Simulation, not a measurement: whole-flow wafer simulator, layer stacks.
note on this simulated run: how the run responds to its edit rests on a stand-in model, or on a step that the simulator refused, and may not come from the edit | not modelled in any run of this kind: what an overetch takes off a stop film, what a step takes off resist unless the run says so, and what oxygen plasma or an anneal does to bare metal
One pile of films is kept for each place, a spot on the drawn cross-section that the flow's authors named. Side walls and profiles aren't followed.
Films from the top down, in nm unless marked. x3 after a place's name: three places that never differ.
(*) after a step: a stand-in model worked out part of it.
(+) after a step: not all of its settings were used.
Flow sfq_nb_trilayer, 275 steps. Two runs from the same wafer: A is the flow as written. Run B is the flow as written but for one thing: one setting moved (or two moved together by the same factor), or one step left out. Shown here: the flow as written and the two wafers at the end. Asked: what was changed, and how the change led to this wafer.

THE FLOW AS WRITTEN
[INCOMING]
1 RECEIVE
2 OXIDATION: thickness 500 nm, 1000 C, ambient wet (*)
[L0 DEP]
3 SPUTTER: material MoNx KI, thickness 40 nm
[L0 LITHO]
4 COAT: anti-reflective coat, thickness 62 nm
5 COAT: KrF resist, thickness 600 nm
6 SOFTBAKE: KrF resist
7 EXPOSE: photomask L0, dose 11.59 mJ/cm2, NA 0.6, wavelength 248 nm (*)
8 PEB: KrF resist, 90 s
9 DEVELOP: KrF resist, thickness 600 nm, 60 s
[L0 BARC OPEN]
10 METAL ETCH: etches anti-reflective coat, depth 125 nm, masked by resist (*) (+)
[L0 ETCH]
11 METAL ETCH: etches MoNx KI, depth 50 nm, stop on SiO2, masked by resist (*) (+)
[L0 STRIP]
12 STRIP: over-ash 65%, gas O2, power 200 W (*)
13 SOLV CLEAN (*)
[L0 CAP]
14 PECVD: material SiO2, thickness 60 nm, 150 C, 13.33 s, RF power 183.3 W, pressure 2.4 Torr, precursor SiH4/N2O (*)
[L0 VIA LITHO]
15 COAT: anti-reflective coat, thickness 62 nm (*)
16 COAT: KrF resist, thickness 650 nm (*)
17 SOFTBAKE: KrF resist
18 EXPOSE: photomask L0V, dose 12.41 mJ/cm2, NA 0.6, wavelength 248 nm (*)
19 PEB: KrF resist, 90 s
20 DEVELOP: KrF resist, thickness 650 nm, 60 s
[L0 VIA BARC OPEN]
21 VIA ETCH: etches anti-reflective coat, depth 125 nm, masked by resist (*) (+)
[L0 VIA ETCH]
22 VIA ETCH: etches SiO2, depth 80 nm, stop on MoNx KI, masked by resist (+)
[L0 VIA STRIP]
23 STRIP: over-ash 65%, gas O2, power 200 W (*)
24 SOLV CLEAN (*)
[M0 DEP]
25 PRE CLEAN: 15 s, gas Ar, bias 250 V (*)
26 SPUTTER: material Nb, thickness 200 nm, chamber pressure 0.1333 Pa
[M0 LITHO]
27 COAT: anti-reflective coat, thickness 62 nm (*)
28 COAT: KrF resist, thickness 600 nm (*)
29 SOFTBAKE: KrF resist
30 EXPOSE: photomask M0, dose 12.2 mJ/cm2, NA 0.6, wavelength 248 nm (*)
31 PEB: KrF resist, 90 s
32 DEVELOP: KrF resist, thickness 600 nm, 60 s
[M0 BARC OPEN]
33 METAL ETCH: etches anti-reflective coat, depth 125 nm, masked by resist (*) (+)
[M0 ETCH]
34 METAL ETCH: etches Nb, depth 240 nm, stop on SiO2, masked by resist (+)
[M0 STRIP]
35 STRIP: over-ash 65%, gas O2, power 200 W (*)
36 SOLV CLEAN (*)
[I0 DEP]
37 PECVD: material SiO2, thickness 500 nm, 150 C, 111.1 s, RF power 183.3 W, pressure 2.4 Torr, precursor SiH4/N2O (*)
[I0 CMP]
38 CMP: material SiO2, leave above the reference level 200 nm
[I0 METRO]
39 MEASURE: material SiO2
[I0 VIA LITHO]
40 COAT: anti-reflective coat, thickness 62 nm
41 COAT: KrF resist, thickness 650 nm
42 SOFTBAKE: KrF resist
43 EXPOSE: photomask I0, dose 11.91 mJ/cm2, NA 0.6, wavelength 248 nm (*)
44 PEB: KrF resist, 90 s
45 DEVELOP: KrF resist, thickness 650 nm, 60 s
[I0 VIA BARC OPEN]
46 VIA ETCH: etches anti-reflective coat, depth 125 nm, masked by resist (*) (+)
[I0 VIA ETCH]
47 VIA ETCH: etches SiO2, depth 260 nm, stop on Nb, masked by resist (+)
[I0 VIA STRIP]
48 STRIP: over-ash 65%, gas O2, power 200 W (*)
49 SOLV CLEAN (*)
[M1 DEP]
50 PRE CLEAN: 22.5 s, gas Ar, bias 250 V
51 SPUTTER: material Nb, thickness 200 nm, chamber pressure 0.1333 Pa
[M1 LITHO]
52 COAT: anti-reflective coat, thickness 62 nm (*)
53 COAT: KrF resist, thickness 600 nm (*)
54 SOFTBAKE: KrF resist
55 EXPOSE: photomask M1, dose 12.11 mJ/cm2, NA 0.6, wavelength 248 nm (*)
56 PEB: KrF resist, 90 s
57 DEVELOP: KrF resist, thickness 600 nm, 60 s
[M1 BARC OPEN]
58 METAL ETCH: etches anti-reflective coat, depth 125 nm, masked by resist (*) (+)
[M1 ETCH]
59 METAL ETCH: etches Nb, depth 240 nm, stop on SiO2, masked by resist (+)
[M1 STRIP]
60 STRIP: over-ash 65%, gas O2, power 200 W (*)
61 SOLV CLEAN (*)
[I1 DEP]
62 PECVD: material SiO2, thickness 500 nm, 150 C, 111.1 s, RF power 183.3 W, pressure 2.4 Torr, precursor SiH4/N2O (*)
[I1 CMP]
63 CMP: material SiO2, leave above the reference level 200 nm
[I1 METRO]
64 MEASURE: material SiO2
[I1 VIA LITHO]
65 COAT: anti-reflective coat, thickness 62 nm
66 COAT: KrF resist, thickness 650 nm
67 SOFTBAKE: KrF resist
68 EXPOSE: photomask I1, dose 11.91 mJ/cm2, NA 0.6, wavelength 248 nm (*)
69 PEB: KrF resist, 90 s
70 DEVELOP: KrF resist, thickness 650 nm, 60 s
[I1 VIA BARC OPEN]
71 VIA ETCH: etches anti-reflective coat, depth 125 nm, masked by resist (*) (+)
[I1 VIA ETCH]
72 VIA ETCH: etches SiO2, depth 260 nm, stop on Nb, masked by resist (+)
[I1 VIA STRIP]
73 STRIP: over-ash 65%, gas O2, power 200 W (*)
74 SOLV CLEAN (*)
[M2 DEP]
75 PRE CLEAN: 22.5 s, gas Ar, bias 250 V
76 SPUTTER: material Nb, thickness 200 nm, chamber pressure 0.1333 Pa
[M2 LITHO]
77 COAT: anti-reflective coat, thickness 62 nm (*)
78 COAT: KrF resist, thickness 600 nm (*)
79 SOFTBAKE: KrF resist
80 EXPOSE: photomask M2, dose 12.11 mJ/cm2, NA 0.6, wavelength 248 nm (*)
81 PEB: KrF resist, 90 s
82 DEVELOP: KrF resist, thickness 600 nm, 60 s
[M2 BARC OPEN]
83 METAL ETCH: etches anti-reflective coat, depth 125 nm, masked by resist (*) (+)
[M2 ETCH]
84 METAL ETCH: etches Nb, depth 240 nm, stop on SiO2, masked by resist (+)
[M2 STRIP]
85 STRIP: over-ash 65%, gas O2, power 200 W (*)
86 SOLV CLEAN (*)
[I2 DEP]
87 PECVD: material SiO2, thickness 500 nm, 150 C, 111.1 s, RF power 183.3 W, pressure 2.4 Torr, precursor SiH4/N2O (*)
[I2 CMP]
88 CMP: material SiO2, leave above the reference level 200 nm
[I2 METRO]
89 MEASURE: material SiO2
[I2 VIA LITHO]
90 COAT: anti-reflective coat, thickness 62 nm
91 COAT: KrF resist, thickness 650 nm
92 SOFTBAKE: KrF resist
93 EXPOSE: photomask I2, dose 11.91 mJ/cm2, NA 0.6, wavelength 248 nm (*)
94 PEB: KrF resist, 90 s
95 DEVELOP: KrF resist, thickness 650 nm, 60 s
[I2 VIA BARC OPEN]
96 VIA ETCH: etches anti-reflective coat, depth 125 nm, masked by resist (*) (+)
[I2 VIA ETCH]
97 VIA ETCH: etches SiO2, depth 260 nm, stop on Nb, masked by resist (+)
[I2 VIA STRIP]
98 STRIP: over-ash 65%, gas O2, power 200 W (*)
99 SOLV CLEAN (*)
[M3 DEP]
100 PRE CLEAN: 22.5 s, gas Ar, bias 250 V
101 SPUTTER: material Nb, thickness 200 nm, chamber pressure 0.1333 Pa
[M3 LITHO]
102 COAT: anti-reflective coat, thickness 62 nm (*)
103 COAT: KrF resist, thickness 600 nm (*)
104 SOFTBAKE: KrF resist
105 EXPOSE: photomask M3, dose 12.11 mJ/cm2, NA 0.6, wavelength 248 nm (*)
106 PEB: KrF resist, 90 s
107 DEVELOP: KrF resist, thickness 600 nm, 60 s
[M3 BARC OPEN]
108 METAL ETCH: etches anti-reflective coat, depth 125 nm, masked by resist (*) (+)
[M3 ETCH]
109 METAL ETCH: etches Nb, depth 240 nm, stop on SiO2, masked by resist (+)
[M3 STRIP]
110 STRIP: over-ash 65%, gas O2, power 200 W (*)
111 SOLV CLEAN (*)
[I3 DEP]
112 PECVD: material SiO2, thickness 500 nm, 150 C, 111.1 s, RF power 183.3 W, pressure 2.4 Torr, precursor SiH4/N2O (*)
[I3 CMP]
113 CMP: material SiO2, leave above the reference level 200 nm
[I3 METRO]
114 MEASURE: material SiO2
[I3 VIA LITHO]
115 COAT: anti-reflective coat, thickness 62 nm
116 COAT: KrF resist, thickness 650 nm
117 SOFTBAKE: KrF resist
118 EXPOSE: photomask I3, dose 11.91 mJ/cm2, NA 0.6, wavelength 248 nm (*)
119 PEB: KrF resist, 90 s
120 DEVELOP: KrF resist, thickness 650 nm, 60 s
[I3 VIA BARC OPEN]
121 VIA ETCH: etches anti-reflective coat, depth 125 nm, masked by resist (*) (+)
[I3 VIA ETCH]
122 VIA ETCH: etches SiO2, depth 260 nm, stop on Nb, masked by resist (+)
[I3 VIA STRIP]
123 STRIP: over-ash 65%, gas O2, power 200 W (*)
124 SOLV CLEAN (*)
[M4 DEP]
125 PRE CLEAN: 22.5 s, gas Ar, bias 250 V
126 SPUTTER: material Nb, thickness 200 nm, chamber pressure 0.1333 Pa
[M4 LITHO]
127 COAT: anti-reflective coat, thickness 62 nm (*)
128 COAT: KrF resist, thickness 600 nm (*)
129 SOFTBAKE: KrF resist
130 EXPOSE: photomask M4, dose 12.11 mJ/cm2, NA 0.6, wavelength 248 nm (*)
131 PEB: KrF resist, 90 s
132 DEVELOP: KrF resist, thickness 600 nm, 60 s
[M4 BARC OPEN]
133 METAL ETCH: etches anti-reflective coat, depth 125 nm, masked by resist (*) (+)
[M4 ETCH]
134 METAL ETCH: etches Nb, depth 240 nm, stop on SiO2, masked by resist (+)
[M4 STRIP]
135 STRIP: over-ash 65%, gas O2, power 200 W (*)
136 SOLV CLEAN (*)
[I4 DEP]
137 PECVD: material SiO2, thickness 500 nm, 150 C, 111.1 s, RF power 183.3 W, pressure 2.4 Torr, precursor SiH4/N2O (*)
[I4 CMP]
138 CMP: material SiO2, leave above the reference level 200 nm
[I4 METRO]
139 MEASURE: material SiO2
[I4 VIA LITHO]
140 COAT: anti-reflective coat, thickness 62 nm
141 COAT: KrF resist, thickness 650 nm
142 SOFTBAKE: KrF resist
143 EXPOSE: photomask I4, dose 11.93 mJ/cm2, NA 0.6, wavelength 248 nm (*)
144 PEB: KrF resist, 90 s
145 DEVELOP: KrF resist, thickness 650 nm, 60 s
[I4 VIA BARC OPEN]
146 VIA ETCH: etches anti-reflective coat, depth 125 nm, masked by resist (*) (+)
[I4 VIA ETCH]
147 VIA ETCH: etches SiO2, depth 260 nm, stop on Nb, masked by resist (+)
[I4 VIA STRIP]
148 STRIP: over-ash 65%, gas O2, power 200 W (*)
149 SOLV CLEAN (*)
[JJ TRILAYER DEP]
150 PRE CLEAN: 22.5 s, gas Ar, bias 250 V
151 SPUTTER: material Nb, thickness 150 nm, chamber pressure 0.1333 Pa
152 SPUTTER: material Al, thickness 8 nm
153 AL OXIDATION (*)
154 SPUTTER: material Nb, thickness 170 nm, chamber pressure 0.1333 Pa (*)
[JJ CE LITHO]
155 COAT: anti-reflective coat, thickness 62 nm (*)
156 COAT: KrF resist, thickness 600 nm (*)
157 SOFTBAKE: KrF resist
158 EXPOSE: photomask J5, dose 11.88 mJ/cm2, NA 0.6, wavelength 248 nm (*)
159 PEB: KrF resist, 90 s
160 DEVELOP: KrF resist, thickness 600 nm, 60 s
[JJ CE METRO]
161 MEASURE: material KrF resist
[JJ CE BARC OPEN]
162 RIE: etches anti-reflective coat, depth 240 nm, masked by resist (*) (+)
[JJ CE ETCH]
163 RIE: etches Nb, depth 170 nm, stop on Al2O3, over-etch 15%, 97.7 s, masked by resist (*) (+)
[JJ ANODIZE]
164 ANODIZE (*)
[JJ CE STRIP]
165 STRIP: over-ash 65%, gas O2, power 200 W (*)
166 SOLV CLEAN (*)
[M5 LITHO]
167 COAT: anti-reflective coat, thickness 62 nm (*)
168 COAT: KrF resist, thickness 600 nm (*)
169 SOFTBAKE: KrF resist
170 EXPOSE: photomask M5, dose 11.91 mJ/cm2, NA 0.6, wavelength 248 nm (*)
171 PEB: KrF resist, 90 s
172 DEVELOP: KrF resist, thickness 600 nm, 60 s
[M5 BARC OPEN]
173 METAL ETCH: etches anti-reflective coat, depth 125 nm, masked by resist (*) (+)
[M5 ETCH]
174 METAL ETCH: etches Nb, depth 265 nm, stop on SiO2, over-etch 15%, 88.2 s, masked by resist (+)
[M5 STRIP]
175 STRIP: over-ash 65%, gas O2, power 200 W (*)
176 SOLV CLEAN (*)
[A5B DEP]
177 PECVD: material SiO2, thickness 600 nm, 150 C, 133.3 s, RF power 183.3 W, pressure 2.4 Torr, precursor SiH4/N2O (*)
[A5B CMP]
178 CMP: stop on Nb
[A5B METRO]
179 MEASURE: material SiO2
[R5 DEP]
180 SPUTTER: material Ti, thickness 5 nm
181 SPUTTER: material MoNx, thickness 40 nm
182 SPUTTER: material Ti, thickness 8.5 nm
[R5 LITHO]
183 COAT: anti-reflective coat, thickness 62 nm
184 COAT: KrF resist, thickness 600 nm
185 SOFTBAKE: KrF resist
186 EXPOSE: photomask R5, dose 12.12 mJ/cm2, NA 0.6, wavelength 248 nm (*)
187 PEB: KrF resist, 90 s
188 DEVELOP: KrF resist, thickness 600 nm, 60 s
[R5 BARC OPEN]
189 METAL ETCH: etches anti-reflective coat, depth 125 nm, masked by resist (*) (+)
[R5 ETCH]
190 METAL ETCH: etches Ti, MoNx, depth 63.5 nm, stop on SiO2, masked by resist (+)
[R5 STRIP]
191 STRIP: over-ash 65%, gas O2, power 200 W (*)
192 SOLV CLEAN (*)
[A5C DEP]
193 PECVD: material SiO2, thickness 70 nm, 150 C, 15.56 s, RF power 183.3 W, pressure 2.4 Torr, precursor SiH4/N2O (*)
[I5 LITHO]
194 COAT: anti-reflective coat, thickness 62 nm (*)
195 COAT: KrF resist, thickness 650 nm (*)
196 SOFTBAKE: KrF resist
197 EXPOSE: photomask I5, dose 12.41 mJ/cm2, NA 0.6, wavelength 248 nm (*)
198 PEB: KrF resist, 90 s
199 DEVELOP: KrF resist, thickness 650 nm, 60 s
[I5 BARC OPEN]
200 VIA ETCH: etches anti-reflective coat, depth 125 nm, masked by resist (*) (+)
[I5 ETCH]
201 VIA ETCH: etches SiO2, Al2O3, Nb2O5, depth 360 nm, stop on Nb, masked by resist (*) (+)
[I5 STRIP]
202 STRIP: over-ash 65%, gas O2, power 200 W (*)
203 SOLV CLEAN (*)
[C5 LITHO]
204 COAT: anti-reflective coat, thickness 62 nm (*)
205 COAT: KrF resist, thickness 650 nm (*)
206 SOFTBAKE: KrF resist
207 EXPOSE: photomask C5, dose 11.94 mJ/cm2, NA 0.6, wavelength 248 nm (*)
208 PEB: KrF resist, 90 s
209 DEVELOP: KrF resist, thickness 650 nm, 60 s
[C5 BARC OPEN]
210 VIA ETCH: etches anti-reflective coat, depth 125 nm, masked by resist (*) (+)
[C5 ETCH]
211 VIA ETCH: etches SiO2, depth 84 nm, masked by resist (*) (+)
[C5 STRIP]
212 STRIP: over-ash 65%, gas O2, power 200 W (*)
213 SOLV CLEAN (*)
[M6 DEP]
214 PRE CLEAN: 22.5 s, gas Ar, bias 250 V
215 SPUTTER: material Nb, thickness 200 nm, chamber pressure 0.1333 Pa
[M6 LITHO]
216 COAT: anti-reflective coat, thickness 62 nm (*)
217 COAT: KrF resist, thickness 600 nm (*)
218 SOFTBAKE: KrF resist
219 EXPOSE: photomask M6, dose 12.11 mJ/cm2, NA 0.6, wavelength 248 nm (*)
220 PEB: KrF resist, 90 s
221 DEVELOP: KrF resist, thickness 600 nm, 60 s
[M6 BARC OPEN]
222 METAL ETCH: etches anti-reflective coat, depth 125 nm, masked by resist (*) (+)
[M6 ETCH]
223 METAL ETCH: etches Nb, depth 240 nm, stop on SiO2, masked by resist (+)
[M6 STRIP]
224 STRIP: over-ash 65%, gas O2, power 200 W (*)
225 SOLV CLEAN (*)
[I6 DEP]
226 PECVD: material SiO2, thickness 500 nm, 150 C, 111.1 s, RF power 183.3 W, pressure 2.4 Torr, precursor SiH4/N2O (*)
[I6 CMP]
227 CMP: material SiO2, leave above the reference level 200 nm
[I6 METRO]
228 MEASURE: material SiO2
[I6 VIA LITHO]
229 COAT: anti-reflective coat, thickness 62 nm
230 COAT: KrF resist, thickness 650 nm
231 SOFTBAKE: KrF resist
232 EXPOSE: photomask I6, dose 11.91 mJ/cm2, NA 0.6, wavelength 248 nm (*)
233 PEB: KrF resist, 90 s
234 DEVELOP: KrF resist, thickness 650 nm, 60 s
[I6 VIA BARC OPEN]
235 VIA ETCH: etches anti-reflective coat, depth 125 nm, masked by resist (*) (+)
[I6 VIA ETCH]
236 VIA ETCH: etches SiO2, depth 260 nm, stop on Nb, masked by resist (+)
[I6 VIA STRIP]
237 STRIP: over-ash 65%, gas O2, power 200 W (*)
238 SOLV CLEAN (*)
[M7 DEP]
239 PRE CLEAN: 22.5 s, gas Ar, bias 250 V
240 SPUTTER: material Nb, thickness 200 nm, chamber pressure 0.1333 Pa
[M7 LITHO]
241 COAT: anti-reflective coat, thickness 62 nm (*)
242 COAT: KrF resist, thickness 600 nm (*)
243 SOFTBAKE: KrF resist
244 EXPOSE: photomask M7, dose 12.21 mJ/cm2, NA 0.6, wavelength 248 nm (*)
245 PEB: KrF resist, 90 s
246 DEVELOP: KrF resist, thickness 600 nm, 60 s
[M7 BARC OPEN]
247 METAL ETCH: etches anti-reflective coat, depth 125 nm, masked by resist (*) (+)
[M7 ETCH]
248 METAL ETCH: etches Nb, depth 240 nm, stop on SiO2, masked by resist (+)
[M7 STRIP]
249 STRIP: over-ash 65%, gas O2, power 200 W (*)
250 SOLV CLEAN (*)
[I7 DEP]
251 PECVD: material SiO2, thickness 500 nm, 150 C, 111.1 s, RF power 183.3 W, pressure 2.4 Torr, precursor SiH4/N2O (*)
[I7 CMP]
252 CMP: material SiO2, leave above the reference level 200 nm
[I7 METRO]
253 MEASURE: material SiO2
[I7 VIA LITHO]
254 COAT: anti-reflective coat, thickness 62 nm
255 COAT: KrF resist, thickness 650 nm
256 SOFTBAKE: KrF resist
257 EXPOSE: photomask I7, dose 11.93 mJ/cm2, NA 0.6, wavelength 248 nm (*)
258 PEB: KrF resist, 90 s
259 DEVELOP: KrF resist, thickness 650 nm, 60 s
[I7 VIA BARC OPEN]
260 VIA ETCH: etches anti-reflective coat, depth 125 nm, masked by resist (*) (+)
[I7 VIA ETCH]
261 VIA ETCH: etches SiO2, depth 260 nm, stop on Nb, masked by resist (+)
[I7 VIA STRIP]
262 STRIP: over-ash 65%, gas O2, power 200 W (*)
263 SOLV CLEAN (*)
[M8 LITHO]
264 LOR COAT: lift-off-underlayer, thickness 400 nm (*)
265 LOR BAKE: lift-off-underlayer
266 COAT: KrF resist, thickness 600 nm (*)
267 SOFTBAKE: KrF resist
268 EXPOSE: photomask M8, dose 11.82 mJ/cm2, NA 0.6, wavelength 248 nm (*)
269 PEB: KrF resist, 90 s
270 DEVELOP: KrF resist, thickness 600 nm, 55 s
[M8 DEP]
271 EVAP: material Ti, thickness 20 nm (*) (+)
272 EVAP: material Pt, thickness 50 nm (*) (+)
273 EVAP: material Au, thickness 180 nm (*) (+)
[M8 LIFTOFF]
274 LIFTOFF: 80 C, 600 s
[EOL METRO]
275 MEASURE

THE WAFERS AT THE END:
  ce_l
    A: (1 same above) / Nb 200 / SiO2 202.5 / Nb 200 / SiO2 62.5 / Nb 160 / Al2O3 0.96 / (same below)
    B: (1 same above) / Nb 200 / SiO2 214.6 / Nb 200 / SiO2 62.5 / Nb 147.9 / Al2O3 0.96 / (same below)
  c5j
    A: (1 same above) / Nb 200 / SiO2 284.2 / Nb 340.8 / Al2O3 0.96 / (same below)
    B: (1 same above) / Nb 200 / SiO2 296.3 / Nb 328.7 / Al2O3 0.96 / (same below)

The cause: step 190, METAL ETCH: depth 75.6 nm was run, where the flow has depth 63.5 nm.

How the change led to this, step by step:
  190 METAL ETCH: etches Ti, MoNx, depth 63.5 nm, stop on SiO2, masked by resist (+)
      be_r, r_sur, res, r_end, r5r_line_l, r5r_line_c, r5r_line_r: A KrF resist -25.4 | B KrF resist -30.2
      ce_l, c5j, ce_r, wl_jj: A Ti -8.5 (all of it), MoNx -40 (all of it), Ti -5 (all of it), Nb -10 | B Ti -8.5 (all of it), MoNx -40 (all of it), Ti -5 (all of it), Nb -22.1
  194 COAT: anti-reflective coat, thickness 62 nm (*)
      wl_j_sl, wl_j_sr: A anti-reflective coat +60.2 (new film) | B anti-reflective coat +58.2 (new film)
      jj_sur: A anti-reflective coat +60.8 (new film) | B anti-reflective coat +58.8 (new film)
      (and at 5 more places)
  202 STRIP: over-ash 65%, gas O2, power 200 W (*)
      wl_j_sl, wl_j_sr: A KrF resist -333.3 (all of it), anti-reflective coat -60.2 (all of it) | B KrF resist -333.4 (all of it), anti-reflective coat -58.2 (all of it)
      jj_sur: A KrF resist -337.2 (all of it), anti-reflective coat -60.8 (all of it) | B KrF resist -337.4 (all of it), anti-reflective coat -58.8 (all of it)
      (and at 5 more places)
  204 COAT: anti-reflective coat, thickness 62 nm (*)
      wl_j_sl, wl_j_sr: A anti-reflective coat +60.2 (new film) | B anti-reflective coat +58.2 (new film)
      jj_sur: A anti-reflective coat +59.5 (new film) | B anti-reflective coat +57.5 (new film)
      (and at 5 more places)
  210 VIA ETCH: etches anti-reflective coat, depth 125 nm, masked by resist (*) (+)
      c5j: A anti-reflective coat -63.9 (all of it), SiO2 -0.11 | B anti-reflective coat -67.3 (all of it), SiO2 -0.09
  212 STRIP: over-ash 65%, gas O2, power 200 W (*)
      wl_j_sl, wl_j_sr: A KrF resist -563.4 (all of it), anti-reflective coat -60.2 (all of it) | B KrF resist -563.5 (all of it), anti-reflective coat -58.2 (all of it)
      jj_sur: A KrF resist -562 (all of it), anti-reflective coat -59.5 (all of it) | B KrF resist -562.2 (all of it), anti-reflective coat -57.5 (all of it)
      (and at 4 more places)
  216 COAT: anti-reflective coat, thickness 62 nm (*)
      wl_j_sl, wl_j_sr: A anti-reflective coat +60.2 (new film) | B anti-reflective coat +58.2 (new film)
      jj_sur: A anti-reflective coat +56.1 (new film) | B anti-reflective coat +53.9 (new film)
      (and at 5 more places)
  224 STRIP: over-ash 65%, gas O2, power 200 W (*)
      wl_j_sl, wl_j_sr: A KrF resist -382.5 (all of it), anti-reflective coat -60.2 (all of it) | B KrF resist -382.4 (all of it), anti-reflective coat -58.2 (all of it)
      jj_sur: A KrF resist -378.5 (all of it), anti-reflective coat -56.1 (all of it) | B KrF resist -378.7 (all of it), anti-reflective coat -53.9 (all of it)
      (and at 5 more places)
  227 CMP: material SiO2, leave above the reference level 200 nm
      ce_l, ce_r, wl_jj: A SiO2 -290 | B SiO2 -277.9
      c5j: A SiO2 -223 | B SiO2 -210.9
